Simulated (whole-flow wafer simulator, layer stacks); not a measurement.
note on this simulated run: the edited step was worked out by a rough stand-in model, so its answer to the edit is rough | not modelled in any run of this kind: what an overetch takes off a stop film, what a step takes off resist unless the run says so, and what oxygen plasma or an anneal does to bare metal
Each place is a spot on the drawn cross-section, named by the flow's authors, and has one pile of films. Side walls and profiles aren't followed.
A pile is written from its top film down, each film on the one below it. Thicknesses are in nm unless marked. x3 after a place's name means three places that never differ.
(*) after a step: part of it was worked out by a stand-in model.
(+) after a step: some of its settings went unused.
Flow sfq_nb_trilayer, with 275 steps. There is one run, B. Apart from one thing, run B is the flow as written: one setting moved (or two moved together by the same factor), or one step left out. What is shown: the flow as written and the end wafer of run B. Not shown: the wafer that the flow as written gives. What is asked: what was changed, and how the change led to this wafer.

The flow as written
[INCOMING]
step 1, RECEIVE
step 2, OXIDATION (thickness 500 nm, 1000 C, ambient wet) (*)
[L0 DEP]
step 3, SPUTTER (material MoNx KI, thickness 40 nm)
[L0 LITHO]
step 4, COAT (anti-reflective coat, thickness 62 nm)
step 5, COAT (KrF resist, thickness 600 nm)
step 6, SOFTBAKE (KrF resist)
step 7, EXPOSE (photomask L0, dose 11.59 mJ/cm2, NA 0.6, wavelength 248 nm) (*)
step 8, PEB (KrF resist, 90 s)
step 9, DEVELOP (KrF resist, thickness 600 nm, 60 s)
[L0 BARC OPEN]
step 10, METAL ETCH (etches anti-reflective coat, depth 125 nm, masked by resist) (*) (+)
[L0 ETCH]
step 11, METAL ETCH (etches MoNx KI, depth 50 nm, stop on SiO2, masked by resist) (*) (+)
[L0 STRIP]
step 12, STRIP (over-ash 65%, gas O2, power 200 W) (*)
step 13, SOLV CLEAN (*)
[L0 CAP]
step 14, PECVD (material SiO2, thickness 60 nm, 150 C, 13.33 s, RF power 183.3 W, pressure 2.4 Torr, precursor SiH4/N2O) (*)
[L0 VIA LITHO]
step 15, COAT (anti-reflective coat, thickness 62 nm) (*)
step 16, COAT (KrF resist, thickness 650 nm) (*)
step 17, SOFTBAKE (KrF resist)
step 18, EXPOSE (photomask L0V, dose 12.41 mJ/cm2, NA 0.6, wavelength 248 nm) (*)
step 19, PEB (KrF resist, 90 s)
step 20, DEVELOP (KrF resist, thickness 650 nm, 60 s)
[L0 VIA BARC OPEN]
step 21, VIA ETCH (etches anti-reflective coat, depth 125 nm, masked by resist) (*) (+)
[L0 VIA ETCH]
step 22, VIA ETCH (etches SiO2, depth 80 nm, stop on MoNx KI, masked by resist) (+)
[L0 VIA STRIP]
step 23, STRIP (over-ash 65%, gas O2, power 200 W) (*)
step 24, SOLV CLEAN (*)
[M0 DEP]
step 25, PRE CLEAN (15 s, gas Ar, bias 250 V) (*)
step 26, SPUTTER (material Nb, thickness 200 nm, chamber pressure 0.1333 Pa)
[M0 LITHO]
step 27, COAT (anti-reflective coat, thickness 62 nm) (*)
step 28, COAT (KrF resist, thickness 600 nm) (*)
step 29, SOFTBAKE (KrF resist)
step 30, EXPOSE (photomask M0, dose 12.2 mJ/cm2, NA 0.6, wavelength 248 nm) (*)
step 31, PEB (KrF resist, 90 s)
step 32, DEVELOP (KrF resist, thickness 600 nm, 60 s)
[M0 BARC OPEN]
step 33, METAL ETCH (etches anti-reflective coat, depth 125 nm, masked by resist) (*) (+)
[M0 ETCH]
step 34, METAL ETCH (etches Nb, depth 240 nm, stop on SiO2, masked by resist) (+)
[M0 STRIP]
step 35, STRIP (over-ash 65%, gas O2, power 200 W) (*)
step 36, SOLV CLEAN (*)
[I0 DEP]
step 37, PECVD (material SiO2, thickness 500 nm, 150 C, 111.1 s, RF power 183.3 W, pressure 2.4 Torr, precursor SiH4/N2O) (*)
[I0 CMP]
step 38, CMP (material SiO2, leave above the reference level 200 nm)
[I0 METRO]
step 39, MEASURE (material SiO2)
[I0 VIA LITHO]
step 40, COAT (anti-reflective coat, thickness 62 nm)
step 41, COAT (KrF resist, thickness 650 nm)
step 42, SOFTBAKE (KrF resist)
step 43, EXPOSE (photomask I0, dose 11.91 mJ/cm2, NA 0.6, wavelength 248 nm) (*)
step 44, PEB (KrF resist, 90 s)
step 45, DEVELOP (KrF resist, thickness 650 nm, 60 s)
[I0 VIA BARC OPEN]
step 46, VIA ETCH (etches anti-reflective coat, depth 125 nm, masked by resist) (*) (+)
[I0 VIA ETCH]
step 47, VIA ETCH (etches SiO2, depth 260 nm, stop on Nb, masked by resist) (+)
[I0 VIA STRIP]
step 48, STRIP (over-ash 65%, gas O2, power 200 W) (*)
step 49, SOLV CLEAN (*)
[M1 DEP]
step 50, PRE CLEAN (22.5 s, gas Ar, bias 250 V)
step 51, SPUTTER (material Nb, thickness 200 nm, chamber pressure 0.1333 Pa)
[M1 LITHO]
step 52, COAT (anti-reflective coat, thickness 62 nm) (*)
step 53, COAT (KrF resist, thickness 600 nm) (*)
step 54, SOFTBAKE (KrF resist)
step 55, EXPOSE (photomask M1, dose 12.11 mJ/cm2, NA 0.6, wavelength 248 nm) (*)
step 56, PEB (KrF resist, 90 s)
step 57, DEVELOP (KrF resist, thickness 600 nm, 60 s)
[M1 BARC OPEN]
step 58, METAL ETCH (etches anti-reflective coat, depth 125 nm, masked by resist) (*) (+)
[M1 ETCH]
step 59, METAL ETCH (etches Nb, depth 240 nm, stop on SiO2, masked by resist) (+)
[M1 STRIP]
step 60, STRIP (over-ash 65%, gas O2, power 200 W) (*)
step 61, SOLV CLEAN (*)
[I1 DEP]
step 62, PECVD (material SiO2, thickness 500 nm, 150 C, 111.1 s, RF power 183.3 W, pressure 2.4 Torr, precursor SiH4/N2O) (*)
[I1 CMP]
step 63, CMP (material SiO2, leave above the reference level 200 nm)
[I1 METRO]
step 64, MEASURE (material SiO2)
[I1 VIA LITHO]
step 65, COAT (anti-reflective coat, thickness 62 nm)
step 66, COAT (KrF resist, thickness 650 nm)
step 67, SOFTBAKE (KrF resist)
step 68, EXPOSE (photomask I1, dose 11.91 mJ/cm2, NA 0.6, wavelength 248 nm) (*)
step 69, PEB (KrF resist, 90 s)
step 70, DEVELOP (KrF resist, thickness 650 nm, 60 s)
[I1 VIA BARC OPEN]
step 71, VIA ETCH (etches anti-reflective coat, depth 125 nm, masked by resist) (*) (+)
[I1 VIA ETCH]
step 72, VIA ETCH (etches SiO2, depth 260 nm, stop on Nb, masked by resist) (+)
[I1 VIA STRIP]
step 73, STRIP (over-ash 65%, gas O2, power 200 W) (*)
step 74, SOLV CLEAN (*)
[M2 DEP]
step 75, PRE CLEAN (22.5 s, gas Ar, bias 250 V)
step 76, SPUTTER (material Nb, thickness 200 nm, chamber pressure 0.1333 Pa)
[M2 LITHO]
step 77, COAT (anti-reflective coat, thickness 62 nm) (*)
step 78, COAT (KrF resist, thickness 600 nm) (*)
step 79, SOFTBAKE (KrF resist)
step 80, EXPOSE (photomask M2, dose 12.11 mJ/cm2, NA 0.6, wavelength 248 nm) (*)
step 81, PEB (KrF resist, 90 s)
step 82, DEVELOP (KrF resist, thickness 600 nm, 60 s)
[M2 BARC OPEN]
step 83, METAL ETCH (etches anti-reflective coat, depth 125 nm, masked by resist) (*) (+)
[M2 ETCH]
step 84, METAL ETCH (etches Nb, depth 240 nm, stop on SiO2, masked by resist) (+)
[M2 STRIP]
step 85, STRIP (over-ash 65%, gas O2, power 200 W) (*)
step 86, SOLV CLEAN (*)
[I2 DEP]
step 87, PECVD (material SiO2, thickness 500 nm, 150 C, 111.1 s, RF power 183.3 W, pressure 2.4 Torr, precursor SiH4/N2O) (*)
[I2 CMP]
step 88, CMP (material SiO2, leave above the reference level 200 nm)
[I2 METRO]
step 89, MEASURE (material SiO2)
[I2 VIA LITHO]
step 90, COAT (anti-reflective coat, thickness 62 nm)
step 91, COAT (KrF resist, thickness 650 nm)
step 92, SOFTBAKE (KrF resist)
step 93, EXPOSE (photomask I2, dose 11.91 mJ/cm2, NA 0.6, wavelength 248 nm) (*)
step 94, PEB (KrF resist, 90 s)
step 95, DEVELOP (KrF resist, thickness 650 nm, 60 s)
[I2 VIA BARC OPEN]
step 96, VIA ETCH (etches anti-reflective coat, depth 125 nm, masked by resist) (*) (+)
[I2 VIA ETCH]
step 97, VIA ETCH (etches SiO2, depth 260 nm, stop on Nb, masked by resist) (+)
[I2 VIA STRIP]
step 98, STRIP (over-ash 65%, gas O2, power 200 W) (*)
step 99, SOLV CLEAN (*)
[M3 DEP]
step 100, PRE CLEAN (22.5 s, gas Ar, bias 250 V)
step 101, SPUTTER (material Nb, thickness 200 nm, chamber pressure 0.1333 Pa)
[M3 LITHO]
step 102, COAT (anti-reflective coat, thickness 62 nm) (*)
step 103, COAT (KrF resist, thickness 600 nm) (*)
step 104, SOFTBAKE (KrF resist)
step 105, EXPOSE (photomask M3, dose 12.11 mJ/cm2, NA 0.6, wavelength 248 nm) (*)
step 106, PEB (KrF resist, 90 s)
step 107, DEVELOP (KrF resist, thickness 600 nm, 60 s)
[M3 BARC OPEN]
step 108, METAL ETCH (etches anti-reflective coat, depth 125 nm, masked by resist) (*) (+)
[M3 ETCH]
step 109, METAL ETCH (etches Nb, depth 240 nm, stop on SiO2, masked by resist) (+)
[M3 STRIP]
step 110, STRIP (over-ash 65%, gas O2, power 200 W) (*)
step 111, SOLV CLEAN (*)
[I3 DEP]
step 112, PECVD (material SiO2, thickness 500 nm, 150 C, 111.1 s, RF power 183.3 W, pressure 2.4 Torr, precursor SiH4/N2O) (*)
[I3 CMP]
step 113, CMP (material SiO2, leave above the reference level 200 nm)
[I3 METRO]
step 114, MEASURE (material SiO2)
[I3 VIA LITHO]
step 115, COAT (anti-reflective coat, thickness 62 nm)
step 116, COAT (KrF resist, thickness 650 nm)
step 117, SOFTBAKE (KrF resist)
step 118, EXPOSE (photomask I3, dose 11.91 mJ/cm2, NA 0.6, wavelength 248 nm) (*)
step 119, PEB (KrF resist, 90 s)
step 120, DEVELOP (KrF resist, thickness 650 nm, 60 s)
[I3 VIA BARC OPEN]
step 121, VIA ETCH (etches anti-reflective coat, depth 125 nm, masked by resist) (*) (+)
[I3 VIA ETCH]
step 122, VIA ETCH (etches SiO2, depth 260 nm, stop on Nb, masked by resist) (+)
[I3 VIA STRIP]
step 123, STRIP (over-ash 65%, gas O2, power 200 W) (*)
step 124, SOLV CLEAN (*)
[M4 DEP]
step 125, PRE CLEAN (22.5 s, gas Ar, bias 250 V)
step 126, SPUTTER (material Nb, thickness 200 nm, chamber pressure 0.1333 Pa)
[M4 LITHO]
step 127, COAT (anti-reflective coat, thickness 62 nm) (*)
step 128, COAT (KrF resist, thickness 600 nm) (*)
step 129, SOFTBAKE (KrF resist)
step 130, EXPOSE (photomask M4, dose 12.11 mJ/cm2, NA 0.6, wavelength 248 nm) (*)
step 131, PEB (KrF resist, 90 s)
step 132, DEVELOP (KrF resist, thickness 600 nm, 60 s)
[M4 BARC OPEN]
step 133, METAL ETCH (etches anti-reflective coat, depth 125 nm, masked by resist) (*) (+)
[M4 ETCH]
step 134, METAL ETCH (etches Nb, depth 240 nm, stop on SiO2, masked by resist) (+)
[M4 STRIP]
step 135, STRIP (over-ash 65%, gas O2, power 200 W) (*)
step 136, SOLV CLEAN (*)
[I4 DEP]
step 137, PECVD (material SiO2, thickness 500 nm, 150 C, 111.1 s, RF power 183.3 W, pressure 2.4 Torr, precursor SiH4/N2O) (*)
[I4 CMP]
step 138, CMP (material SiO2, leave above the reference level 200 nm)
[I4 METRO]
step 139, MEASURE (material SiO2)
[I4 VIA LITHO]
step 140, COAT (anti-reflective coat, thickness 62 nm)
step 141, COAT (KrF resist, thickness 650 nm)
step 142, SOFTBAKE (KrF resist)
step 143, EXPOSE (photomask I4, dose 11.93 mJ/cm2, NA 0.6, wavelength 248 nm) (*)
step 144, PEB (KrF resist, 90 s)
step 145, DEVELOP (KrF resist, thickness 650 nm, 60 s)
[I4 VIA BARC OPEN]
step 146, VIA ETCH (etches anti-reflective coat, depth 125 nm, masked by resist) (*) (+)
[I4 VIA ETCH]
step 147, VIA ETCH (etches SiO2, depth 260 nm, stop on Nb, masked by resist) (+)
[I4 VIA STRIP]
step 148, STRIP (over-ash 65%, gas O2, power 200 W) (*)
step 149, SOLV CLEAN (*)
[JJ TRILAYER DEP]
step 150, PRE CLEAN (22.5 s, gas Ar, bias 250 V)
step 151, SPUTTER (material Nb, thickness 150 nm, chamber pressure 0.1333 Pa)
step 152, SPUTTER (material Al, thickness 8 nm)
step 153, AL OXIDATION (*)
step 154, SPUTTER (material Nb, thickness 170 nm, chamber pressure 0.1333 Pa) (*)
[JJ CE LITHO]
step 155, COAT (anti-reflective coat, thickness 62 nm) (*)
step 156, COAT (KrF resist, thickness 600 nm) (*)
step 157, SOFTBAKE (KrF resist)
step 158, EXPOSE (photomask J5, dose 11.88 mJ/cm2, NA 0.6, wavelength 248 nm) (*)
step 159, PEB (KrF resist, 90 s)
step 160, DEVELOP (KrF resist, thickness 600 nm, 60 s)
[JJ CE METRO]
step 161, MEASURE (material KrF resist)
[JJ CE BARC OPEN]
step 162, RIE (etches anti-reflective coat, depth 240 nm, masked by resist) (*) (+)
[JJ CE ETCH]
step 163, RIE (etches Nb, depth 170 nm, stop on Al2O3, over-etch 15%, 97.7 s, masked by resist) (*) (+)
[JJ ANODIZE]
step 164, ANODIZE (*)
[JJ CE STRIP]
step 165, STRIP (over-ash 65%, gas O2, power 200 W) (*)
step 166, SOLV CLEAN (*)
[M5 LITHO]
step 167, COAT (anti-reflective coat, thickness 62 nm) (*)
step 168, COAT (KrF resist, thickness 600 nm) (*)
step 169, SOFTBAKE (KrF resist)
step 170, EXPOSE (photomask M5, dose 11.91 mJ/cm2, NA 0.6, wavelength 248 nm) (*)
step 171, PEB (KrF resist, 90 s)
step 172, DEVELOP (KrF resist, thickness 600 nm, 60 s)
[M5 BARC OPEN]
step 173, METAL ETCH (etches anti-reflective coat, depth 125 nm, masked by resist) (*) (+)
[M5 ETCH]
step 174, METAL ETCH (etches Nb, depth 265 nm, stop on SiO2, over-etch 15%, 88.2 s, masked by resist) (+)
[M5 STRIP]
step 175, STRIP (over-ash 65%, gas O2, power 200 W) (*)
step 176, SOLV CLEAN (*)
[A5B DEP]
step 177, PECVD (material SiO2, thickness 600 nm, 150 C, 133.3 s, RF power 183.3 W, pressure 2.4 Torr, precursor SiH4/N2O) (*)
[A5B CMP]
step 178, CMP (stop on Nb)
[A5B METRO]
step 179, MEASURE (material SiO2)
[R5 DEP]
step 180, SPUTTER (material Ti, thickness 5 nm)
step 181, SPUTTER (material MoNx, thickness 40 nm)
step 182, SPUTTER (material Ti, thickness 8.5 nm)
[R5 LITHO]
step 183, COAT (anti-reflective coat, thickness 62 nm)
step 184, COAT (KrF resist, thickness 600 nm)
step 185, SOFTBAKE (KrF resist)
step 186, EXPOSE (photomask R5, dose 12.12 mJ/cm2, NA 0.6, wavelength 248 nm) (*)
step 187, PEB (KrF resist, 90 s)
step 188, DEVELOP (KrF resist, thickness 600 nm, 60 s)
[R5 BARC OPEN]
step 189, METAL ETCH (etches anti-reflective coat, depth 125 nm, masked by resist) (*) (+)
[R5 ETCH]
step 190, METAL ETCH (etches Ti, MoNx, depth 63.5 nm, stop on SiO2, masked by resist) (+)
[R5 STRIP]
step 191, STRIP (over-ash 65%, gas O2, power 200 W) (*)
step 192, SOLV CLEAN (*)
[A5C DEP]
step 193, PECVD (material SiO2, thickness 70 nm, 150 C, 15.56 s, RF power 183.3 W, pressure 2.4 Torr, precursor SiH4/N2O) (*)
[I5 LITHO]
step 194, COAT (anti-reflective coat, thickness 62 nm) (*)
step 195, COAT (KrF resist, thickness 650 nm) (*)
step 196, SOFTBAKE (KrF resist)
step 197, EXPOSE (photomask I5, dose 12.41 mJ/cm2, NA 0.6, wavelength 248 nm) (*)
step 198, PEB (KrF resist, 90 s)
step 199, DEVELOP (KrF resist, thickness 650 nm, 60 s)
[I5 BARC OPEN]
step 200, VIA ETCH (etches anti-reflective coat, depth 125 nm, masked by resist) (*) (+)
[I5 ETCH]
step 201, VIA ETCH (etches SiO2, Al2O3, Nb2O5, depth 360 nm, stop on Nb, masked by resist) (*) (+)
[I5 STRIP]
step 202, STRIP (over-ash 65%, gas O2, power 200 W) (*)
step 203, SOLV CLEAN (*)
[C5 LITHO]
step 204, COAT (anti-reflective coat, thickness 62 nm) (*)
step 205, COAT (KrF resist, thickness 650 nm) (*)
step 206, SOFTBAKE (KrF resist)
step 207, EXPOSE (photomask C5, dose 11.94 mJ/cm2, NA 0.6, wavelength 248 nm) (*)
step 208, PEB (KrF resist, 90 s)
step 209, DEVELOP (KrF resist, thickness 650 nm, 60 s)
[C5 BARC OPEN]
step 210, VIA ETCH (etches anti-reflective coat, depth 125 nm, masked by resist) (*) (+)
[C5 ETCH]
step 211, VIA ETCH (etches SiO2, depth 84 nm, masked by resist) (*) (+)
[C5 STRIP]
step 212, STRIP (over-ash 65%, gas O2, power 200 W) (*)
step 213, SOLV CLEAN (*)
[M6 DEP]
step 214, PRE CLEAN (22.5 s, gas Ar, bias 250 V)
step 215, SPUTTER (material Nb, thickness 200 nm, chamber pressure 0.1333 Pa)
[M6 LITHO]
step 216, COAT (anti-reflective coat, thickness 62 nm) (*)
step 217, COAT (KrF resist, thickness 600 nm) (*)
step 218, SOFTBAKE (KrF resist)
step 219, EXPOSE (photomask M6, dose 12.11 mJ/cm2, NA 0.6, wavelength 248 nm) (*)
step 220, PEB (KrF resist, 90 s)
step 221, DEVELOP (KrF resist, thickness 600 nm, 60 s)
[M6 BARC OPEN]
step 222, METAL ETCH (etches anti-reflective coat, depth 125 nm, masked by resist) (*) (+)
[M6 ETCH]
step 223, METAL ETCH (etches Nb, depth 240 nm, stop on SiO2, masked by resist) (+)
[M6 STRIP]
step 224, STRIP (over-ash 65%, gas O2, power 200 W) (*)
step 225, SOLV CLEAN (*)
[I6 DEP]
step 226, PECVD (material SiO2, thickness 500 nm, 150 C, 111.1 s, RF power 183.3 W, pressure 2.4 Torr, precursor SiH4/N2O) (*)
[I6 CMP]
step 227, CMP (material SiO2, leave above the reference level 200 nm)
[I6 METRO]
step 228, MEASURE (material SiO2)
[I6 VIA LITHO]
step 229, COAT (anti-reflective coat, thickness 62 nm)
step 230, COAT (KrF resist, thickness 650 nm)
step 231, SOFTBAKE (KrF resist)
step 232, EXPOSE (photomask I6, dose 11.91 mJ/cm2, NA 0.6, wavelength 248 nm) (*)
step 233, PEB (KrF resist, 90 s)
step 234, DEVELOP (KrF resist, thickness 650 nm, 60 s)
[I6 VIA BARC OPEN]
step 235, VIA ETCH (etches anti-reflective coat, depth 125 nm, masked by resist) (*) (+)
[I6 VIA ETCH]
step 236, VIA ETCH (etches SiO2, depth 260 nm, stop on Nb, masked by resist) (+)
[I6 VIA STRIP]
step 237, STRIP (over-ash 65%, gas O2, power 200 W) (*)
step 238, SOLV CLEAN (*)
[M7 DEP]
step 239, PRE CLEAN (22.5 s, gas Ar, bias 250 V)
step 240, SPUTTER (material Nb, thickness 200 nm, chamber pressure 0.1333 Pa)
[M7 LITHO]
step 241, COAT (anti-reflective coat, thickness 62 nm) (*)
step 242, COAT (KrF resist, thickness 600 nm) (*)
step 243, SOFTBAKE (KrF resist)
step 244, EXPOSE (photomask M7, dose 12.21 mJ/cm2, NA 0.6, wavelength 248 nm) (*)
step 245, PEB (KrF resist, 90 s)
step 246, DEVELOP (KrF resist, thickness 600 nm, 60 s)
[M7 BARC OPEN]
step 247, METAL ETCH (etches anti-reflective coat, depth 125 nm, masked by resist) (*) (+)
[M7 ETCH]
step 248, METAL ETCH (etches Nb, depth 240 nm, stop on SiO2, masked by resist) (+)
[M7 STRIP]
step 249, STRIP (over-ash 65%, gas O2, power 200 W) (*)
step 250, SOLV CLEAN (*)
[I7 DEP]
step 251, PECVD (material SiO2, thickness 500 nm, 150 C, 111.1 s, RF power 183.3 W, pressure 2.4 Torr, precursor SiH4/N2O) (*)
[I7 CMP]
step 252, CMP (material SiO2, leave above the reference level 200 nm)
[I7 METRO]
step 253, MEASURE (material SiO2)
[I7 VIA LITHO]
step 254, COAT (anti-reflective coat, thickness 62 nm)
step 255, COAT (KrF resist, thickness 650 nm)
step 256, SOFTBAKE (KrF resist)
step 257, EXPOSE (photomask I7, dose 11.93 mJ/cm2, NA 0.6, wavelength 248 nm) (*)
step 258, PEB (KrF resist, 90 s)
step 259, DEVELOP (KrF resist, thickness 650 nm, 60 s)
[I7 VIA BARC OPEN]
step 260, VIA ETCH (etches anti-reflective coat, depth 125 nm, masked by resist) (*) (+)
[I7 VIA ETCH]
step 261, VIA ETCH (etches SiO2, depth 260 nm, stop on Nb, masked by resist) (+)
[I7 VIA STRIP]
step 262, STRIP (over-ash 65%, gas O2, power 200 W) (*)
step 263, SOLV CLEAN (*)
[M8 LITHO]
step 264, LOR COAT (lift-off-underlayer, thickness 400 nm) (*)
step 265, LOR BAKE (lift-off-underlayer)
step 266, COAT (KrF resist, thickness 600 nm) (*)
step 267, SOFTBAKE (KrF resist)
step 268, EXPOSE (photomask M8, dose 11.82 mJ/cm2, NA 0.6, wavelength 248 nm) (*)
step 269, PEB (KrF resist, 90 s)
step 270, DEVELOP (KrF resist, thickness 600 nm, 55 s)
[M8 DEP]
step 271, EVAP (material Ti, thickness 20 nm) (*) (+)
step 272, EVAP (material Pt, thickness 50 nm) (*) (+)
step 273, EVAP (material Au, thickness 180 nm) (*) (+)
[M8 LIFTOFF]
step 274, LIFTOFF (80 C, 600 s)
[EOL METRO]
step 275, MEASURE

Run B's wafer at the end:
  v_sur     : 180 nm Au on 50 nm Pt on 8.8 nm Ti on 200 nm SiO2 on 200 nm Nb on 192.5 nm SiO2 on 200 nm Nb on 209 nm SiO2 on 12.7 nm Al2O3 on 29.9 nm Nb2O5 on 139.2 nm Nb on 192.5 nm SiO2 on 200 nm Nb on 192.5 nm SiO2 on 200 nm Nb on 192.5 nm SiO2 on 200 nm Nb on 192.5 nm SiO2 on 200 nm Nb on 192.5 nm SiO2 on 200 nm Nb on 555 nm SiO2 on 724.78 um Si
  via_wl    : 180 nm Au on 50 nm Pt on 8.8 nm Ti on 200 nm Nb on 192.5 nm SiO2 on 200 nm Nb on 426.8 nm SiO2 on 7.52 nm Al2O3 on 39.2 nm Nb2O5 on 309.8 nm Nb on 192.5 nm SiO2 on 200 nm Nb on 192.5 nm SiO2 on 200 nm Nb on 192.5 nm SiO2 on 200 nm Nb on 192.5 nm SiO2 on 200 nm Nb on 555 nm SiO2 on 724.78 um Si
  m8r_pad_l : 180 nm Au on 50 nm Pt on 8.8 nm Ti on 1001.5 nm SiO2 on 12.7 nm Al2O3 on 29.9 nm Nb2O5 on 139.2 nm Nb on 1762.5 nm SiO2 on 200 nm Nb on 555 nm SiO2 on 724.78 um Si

What caused this: step 271, EVAP: thickness 8.8 nm was run, though the flow has thickness 20 nm.
The wafer itself shows it: v_sur has Ti 8.8, and step 271 as written asks for 20 nm.

The path from the change to this, step by step:
  step 271, EVAP (material Ti, thickness 20 nm) (*) (+)
      field_l, v_sur, via_wl and 103 more: Ti gains 8.8 (new film) (it would be, as written: Ti gains 20 (new film))
  step 274, LIFTOFF (80 C, 600 s)
      p4_fl, p4_fm, p4_w1 and 71 more: Au loses 180 (all of it), Pt loses 50 (all of it), Ti loses 8.8 (all of it), KrF resist loses 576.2 (all of it), lift-off-underlayer loses 400 (all of it) (it would be, as written: Au loses 180 (all of it), Pt loses 50 (all of it), Ti loses 20 (all of it), KrF resist loses 576.2 (all of it), lift-off-underlayer loses 400 (all of it))
      c5j, ce_r: Au loses 180 (all of it), Pt loses 50 (all of it), Ti loses 8.8 (all of it), KrF resist loses 573.3 (all of it), lift-off-underlayer loses 399.3 (all of it) (it would be, as written: Au loses 180 (all of it), Pt loses 50 (all of it), Ti loses 20 (all of it), KrF resist loses 573.3 (all of it), lift-off-underlayer loses 399.3 (all of it))
      (also at 19 further places)
